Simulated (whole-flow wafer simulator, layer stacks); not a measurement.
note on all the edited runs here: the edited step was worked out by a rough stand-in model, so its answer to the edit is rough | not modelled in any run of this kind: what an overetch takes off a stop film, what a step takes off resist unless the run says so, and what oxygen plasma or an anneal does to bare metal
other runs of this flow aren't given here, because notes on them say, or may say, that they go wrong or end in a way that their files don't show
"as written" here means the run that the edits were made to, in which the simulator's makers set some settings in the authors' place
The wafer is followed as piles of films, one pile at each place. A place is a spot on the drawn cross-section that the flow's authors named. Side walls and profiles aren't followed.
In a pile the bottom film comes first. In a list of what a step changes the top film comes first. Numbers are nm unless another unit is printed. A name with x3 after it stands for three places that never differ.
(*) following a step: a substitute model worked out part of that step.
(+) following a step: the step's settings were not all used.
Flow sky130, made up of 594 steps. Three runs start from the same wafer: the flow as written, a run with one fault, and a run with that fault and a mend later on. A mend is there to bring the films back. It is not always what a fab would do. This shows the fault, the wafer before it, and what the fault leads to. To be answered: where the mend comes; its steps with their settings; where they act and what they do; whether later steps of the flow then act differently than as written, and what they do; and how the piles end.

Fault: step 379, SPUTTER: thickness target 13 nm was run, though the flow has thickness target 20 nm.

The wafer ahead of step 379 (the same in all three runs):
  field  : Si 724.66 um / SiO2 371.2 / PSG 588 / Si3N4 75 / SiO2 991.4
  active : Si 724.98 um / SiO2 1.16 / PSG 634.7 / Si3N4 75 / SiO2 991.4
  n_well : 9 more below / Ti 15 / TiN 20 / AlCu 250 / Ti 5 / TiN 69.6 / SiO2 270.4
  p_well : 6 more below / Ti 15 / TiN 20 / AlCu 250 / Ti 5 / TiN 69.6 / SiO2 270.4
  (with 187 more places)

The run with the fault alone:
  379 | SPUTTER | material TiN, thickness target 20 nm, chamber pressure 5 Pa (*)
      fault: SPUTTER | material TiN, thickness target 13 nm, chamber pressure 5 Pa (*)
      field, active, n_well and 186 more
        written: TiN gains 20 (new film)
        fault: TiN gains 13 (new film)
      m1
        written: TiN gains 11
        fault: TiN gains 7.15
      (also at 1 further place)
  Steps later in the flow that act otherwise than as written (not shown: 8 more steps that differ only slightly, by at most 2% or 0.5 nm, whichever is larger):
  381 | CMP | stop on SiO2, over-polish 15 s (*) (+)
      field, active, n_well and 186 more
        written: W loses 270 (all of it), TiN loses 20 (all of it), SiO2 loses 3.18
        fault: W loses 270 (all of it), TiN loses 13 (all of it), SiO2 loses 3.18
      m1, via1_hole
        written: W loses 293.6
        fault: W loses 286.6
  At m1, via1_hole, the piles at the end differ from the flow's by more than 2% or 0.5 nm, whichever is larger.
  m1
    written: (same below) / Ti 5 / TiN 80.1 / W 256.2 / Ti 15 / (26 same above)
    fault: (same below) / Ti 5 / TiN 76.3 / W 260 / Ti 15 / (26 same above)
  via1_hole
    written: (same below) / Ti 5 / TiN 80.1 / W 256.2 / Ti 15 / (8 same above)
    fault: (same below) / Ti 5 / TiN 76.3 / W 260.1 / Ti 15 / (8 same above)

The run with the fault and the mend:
  After step 379 comes the mend.
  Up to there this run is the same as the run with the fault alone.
  379a | SPUTTER | material TiN, thickness target 7 nm, chamber pressure 5 Pa (*) (a further turn of the flow's step 379, with different settings)
      field, active, n_well and 186 more
        TiN gains 7
      m1
        TiN gains 3.81
      via1_hole
        TiN gains 3.77
  Later steps of the flow that are run all act as written at every place that is followed, up to a difference of at most 2% or 0.5 nm, whichever is larger.
  At the end the piles are close to the flow's at the places that both follow, differing by at most 2% or 0.5 nm, whichever is larger.
